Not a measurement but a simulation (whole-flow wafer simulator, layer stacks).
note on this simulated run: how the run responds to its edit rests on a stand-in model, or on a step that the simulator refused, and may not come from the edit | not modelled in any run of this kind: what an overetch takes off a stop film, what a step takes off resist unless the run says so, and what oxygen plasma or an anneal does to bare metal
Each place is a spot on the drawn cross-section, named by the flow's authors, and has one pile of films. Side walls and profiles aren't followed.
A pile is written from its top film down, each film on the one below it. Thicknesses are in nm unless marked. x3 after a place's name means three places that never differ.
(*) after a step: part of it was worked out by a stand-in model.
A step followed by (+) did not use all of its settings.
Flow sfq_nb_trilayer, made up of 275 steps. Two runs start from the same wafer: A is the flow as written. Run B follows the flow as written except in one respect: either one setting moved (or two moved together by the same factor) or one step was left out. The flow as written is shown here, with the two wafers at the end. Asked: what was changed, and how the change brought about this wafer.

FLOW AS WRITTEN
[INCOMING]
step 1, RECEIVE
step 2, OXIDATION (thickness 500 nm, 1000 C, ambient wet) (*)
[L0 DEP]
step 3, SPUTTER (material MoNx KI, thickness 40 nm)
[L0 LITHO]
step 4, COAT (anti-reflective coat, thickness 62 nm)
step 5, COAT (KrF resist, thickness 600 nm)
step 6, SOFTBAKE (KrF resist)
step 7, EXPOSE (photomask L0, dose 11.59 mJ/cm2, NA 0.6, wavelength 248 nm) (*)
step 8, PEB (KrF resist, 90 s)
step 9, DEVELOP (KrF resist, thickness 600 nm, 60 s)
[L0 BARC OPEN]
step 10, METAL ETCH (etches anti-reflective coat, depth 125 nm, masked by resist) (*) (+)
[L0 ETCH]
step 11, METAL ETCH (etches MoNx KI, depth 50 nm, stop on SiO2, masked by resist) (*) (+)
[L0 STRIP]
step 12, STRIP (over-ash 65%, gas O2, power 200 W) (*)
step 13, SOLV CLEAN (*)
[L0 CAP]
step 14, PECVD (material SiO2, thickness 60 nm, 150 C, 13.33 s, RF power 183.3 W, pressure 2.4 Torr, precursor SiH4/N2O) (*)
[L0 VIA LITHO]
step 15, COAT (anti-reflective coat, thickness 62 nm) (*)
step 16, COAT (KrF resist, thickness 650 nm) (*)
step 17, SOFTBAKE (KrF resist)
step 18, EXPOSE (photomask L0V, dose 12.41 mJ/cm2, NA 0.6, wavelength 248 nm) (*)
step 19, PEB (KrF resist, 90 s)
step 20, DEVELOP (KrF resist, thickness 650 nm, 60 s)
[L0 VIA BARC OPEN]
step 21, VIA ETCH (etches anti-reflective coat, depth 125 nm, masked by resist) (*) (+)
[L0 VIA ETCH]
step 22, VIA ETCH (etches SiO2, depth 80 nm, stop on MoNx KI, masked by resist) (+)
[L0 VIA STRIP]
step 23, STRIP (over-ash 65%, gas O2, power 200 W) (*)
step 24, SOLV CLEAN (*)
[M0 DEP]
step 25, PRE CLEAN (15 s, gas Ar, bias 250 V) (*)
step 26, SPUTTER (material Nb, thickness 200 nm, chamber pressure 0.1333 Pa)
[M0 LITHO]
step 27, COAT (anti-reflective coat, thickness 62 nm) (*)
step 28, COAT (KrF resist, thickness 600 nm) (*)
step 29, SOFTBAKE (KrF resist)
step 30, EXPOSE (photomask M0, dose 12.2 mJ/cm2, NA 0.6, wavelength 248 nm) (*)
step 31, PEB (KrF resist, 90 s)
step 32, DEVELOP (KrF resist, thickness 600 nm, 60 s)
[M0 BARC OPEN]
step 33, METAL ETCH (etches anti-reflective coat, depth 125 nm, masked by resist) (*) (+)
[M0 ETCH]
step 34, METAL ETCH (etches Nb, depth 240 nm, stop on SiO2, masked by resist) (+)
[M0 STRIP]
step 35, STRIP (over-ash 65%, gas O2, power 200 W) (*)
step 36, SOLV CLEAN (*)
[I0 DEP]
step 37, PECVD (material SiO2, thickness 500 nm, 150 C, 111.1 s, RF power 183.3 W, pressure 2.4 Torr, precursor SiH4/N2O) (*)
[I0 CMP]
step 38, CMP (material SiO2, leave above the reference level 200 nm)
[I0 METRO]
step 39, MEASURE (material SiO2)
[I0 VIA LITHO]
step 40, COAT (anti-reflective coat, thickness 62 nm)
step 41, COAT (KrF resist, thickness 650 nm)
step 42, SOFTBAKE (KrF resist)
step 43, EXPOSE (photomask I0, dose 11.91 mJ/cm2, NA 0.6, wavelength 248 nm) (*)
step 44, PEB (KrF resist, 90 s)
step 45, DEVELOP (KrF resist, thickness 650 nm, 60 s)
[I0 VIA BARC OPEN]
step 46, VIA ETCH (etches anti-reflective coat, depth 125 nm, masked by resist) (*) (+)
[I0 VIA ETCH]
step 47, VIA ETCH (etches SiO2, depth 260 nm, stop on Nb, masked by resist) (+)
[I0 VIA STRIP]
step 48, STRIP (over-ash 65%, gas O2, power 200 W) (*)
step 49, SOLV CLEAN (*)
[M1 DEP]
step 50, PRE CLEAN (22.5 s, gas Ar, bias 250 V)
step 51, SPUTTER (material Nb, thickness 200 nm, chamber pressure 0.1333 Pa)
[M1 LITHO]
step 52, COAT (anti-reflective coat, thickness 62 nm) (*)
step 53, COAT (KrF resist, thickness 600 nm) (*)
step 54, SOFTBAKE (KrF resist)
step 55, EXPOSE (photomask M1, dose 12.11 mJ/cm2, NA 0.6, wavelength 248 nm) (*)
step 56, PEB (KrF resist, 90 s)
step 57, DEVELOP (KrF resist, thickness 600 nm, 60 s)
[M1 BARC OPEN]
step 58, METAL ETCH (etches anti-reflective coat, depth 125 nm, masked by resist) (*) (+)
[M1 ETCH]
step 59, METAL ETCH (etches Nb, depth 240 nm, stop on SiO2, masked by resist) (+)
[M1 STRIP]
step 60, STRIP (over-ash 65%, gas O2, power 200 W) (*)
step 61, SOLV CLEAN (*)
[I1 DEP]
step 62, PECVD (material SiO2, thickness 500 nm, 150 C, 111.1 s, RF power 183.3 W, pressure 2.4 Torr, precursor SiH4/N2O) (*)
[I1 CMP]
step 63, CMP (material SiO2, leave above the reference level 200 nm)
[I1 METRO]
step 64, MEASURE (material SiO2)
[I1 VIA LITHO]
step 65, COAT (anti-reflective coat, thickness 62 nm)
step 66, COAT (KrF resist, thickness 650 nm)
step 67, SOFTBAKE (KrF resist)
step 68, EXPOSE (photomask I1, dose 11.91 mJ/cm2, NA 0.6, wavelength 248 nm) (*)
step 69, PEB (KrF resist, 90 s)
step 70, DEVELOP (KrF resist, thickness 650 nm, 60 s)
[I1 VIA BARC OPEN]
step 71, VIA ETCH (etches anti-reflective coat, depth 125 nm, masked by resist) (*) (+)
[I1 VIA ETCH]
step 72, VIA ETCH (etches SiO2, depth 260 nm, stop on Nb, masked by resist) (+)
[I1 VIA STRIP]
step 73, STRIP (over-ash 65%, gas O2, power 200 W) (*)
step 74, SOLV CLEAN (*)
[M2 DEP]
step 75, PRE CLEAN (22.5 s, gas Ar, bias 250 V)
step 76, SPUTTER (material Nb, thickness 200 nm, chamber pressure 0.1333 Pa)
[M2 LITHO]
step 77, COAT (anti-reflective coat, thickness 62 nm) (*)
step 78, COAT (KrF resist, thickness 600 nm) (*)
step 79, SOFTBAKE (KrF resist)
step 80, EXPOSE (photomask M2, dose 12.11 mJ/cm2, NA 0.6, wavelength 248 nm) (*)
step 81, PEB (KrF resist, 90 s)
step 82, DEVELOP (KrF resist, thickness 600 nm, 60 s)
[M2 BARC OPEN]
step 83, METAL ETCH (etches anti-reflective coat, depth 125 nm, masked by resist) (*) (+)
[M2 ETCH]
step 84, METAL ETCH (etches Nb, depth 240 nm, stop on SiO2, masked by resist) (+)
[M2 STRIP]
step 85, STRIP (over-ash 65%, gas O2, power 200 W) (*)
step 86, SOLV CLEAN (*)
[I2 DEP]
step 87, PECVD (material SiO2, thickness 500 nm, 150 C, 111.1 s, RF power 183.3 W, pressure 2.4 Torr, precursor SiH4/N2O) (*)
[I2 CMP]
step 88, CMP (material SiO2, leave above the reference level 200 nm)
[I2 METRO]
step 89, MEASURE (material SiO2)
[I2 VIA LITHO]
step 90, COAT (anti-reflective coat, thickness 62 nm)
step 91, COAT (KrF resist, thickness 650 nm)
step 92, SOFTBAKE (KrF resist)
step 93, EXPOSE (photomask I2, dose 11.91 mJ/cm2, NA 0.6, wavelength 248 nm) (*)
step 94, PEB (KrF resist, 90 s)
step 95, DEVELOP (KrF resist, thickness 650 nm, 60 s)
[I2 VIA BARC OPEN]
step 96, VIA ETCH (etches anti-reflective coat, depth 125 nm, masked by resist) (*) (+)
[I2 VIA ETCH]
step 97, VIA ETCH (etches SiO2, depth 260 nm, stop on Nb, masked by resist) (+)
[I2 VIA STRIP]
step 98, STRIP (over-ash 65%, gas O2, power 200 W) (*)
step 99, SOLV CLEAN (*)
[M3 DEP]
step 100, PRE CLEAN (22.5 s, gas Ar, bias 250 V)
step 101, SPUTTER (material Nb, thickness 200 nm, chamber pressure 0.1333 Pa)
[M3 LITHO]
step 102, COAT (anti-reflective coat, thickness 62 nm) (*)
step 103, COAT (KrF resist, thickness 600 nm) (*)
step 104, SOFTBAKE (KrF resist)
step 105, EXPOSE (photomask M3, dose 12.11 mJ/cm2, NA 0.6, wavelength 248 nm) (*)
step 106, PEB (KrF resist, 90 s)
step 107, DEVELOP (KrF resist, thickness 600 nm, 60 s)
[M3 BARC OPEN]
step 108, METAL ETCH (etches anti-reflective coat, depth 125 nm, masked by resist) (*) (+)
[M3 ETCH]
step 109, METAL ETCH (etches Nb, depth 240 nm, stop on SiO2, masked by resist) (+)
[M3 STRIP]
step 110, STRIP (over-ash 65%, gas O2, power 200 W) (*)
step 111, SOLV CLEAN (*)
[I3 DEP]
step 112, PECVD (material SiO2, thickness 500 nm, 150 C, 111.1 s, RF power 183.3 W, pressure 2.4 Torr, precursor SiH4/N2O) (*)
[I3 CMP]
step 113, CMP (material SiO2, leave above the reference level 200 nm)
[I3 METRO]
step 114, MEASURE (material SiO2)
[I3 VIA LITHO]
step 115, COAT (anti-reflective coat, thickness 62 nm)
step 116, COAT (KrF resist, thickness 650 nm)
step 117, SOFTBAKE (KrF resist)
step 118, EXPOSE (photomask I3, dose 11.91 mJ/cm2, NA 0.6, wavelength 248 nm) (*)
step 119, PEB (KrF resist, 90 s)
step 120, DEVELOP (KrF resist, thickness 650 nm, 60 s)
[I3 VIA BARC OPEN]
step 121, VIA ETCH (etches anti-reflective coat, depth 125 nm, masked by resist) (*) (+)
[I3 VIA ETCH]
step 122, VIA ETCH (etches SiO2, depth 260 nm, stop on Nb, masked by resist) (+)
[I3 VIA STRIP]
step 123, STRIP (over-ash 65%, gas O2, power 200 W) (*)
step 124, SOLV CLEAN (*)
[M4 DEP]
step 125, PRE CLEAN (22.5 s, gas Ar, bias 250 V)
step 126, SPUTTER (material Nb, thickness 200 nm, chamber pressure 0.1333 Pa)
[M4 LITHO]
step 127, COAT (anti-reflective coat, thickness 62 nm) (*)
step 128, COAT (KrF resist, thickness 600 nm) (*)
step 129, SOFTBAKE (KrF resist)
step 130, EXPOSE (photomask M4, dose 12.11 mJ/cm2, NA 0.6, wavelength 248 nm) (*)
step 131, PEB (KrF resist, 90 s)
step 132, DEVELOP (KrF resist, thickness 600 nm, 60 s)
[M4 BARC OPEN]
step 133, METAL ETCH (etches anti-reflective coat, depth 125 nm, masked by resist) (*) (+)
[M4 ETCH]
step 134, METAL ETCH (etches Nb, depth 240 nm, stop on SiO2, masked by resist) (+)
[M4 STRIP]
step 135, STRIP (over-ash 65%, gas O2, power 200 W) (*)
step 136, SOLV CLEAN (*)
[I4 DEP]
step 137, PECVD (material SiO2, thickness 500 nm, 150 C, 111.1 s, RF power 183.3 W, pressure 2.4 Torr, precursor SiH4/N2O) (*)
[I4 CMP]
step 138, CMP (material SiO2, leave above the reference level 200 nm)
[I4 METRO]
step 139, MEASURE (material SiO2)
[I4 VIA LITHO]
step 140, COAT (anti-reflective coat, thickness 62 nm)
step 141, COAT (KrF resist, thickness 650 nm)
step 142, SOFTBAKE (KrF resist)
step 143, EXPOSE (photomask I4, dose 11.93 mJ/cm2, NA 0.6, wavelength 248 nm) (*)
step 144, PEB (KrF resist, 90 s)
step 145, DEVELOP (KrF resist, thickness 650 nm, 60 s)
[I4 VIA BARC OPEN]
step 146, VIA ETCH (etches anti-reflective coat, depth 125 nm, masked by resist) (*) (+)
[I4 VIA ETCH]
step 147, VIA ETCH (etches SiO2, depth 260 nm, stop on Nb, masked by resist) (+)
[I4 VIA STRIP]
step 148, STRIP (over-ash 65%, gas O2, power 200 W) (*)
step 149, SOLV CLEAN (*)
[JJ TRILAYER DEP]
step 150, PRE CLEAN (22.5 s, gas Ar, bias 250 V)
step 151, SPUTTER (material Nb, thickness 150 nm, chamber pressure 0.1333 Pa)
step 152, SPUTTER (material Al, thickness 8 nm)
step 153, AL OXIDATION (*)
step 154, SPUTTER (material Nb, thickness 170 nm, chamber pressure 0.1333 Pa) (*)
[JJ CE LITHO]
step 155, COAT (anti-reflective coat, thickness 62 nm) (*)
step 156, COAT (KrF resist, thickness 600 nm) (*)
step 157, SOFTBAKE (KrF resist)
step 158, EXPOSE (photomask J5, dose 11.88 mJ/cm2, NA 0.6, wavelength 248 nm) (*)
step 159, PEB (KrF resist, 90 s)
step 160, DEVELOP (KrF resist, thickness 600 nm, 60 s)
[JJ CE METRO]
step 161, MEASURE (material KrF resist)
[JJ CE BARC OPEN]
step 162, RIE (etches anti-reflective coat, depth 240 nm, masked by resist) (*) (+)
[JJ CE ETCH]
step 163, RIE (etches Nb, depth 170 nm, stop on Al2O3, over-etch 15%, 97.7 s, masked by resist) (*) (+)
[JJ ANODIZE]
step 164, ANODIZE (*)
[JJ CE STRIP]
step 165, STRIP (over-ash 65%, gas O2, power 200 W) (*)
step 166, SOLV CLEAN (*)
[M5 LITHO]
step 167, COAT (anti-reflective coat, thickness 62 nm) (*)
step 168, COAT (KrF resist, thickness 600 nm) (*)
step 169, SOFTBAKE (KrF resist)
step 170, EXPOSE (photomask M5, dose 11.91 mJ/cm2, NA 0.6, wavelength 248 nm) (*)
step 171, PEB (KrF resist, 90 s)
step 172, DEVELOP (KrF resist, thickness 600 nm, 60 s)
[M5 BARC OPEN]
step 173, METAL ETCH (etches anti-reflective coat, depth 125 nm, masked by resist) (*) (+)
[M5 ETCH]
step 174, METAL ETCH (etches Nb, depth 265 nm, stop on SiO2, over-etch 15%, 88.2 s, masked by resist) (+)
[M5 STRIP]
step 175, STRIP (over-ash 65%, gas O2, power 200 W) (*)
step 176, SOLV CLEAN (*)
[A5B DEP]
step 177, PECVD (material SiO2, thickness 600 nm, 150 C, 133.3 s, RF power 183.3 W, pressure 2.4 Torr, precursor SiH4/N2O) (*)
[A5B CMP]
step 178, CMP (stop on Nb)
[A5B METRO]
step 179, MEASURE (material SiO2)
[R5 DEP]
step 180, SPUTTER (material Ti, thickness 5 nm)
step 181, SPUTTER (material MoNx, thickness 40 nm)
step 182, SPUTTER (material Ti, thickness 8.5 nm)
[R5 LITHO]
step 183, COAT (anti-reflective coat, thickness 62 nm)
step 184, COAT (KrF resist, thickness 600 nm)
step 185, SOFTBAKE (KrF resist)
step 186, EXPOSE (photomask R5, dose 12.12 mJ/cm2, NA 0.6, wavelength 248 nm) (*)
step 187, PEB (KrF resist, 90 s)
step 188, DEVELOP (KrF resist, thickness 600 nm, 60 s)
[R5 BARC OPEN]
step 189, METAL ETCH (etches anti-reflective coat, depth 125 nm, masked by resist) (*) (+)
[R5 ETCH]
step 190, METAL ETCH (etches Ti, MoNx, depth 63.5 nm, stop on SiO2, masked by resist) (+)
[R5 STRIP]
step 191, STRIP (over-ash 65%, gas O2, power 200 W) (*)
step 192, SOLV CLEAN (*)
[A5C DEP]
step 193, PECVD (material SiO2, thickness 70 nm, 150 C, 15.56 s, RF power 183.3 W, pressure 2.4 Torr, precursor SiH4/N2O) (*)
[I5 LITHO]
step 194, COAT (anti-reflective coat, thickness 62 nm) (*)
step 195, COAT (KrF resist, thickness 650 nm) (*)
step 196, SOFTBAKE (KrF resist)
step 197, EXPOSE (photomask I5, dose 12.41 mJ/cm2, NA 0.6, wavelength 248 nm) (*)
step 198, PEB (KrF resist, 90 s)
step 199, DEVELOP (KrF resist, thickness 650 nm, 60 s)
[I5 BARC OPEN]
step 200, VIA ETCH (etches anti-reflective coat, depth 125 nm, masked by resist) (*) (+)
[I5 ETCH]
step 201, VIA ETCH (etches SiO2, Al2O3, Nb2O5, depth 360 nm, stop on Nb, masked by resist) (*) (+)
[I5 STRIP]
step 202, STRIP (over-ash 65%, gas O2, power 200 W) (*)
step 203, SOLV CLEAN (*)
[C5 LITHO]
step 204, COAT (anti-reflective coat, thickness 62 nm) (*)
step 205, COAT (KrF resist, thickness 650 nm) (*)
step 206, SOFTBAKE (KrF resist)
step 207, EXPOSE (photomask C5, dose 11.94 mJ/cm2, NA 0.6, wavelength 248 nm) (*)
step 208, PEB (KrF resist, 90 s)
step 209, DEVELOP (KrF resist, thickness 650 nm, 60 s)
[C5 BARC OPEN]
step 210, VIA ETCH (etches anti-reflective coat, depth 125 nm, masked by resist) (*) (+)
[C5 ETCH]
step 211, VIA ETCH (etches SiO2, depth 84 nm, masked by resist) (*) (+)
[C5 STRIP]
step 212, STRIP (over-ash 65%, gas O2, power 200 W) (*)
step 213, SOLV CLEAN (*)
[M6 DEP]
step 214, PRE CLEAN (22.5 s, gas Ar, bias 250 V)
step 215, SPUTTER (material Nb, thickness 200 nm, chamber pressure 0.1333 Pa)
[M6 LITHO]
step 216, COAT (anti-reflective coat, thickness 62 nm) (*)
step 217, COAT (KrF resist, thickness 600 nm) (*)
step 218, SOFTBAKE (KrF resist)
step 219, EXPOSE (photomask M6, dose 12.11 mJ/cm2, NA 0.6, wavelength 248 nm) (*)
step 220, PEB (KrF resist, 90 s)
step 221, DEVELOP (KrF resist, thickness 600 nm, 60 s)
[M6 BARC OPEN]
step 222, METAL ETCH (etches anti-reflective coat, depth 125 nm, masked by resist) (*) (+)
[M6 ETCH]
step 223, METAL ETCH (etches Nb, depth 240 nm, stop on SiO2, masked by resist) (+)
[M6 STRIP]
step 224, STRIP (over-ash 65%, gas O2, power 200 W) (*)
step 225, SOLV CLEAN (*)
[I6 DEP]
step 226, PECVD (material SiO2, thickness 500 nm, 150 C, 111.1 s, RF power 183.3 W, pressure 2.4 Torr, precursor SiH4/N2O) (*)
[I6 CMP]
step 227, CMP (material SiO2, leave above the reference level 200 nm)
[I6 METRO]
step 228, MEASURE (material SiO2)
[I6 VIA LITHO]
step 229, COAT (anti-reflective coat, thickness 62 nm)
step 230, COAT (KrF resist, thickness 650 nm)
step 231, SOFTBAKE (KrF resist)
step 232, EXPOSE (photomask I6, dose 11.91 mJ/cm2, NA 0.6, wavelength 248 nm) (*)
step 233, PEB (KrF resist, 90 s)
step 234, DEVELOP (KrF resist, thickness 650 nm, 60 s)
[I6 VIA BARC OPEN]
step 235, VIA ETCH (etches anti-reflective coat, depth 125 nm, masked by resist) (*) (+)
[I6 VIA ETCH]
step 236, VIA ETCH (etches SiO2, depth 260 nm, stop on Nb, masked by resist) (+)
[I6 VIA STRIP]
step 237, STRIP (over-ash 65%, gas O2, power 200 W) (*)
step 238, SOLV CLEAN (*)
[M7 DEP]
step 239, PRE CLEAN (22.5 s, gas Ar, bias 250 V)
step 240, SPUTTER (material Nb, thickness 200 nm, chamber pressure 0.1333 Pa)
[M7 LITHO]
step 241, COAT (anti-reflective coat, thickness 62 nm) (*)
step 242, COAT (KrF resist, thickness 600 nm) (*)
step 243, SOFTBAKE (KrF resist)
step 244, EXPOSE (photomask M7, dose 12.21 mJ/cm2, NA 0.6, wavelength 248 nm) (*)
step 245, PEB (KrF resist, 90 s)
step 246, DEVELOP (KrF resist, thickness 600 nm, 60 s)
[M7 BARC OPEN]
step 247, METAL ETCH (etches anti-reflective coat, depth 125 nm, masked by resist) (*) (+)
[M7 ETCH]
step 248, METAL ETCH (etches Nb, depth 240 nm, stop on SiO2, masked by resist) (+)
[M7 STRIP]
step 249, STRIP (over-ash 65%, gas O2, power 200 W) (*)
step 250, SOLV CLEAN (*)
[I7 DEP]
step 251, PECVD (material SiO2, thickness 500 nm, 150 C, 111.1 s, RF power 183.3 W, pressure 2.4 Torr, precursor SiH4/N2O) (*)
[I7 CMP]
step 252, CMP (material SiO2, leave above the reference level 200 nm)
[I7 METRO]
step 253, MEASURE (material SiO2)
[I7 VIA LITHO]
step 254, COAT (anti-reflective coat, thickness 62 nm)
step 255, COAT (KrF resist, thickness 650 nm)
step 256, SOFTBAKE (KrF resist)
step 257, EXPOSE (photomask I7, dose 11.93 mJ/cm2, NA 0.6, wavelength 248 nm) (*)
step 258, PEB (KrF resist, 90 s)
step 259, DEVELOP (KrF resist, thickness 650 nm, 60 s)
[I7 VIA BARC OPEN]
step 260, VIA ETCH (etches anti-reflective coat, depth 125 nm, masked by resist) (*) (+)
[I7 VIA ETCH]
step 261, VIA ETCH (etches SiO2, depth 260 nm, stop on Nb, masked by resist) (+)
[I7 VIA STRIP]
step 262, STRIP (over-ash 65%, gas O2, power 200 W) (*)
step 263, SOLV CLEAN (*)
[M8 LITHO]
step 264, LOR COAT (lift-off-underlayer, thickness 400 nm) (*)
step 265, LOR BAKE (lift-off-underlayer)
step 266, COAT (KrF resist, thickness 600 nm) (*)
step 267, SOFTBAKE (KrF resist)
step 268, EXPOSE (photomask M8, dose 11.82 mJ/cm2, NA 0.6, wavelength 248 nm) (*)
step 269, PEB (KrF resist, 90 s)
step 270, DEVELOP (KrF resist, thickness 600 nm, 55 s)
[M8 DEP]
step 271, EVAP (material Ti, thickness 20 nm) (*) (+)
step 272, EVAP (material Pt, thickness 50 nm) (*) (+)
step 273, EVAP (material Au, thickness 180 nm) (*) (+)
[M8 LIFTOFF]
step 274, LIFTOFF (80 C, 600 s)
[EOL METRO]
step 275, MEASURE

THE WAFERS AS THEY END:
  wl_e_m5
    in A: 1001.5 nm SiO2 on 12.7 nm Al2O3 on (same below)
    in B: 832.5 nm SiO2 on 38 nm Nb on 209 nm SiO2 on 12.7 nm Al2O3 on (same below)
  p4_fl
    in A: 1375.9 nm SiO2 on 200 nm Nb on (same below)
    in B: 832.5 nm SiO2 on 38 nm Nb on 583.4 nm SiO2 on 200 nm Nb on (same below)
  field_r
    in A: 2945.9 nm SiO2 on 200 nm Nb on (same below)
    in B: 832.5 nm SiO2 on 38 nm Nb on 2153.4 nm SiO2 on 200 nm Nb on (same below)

What caused this: step 215, SPUTTER: thickness 278 nm was run, whereas the flow has thickness 200 nm.

Step by step, how the change led to this:
  step 215, SPUTTER (material Nb, thickness 200 nm, chamber pressure 0.1333 Pa)
      field_l, v_sur, via_wl and 100 more: A Nb gains 200 (new film) | B Nb gains 278 (new film)
      be: A Nb gains 147.3 | B Nb gains 203.7
      (and at 2 other places as well)
  step 216, COAT (anti-reflective coat, thickness 62 nm) (*)
      be: A anti-reflective coat gains 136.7 (new film) | B anti-reflective coat gains 144 (new film)
      c5j: A anti-reflective coat gains 110.7 (new film) | B anti-reflective coat gains 113 (new film)
  step 223, METAL ETCH (etches Nb, depth 240 nm, stop on SiO2, masked by resist) (+)
      field_l, gap, moat and 76 more: A Nb loses 200 (all of it) | B Nb loses 240
  step 224, STRIP (over-ash 65%, gas O2, power 200 W) (*)
      be: A KrF resist loses 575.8 (all of it), anti-reflective coat loses 136.7 (all of it) | B KrF resist loses 588.1 (all of it), anti-reflective coat loses 144 (all of it)
      c5j: A KrF resist loses 418.3 (all of it), anti-reflective coat loses 110.7 (all of it) | B KrF resist loses 417.2 (all of it), anti-reflective coat loses 113 (all of it)
  step 226, PECVD (material SiO2, thickness 500 nm, 150 C, 111.1 s, RF power 183.3 W, pressure 2.4 Torr, precursor SiH4/N2O) (*)
      field_l, p4_fl, p4_fm and 62 more: A SiO2 gains 500 | B SiO2 gains 500 (new film)
      moat, field_r, lsp_l, ln_m5, lsp_m: A SiO2 gains 493.6 | B SiO2 gains 492.3 (new film)
      (and at 10 other places as well)
  step 227, CMP (material SiO2, leave above the reference level 200 nm)
      field_l, p4_fl, p4_fm and 59 more: A SiO2 loses 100 | B SiO2 loses 60
      moat, field_r, lsp_l, ln_m5, lsp_m: A SiO2 loses 93.6 | B SiO2 loses 52.3
      (and at 9 other places as well)
If metal films that touch count as one body, wl_e_m5 has 7 bodies (between them, from the top down: SiO2 209 / Al2O3 12.7 / Nb2O5 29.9; SiO2 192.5; SiO2 192.5; SiO2 192.5; SiO2 192.5; SiO2 192.5); the flow as written gives 6 bodies (between them, from the top down: SiO2 192.5; SiO2 192.5; SiO2 192.5; SiO2 192.5; SiO2 192.5).
If metal films that touch count as one body, p4_fl has 3 bodies (between them, from the top down: SiO2 583.4; SiO2 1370); the flow as written gives 2 bodies (between them, from the top down: SiO2 1370).
If metal films that touch count as one body, field_r has 2 bodies (between them, from the top down: SiO2 2153.4); the flow as written gives 1 body.
